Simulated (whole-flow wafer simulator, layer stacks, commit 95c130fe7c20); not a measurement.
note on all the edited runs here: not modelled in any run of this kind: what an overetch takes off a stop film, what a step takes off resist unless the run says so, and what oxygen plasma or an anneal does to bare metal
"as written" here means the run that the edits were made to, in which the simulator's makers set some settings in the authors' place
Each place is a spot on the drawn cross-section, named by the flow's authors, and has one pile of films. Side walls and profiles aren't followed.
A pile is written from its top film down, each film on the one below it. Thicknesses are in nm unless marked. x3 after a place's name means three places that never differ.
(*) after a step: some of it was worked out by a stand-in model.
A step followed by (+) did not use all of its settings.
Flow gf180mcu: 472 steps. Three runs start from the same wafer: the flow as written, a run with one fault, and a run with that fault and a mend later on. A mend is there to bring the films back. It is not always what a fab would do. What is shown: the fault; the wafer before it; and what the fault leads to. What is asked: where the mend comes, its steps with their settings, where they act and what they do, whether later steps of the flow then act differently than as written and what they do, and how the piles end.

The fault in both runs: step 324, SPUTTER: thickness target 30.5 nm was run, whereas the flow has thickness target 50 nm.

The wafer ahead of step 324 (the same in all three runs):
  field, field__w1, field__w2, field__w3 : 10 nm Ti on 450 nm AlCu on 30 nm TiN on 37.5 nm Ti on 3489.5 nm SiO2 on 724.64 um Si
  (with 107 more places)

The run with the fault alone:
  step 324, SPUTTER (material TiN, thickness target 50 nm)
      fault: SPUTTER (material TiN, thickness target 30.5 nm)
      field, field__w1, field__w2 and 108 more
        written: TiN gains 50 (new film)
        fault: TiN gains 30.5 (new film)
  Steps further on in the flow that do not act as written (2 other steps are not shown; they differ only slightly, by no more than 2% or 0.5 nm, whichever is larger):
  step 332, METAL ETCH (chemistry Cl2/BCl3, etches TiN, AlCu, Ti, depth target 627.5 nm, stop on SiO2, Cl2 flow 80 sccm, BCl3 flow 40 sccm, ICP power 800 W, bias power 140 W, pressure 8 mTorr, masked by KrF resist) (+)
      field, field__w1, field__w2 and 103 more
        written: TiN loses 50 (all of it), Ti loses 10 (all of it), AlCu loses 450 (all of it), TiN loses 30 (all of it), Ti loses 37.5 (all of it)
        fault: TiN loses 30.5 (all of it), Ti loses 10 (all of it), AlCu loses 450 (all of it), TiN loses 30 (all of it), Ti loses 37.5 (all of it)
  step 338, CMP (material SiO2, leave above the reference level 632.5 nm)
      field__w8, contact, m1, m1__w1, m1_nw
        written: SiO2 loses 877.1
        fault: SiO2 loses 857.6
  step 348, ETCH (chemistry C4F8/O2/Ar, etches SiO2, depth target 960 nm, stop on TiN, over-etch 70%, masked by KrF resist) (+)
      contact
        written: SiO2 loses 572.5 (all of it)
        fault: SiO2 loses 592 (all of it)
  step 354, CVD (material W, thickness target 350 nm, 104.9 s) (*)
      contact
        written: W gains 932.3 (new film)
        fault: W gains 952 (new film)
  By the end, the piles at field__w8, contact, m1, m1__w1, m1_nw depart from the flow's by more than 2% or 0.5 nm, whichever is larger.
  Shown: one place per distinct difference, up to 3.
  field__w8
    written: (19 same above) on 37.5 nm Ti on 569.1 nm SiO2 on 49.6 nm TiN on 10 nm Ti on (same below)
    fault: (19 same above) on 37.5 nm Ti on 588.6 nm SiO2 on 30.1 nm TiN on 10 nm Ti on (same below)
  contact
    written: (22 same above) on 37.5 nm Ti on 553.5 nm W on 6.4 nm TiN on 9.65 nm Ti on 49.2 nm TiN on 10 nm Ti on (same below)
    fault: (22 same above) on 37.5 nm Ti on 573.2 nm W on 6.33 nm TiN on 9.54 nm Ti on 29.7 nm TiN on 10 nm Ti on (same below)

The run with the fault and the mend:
  The mend follows step 324.
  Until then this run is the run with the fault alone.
  step 324a, SPUTTER (material TiN, thickness target 19.5 nm) (a further turn of the flow's step 324, with different settings)
      field, field__w1, field__w2 and 108 more
        TiN gains 19.5
  Later steps of the flow that are run all act as written at every place that is followed.
  The piles end the same as the flow's at every place that both follow.
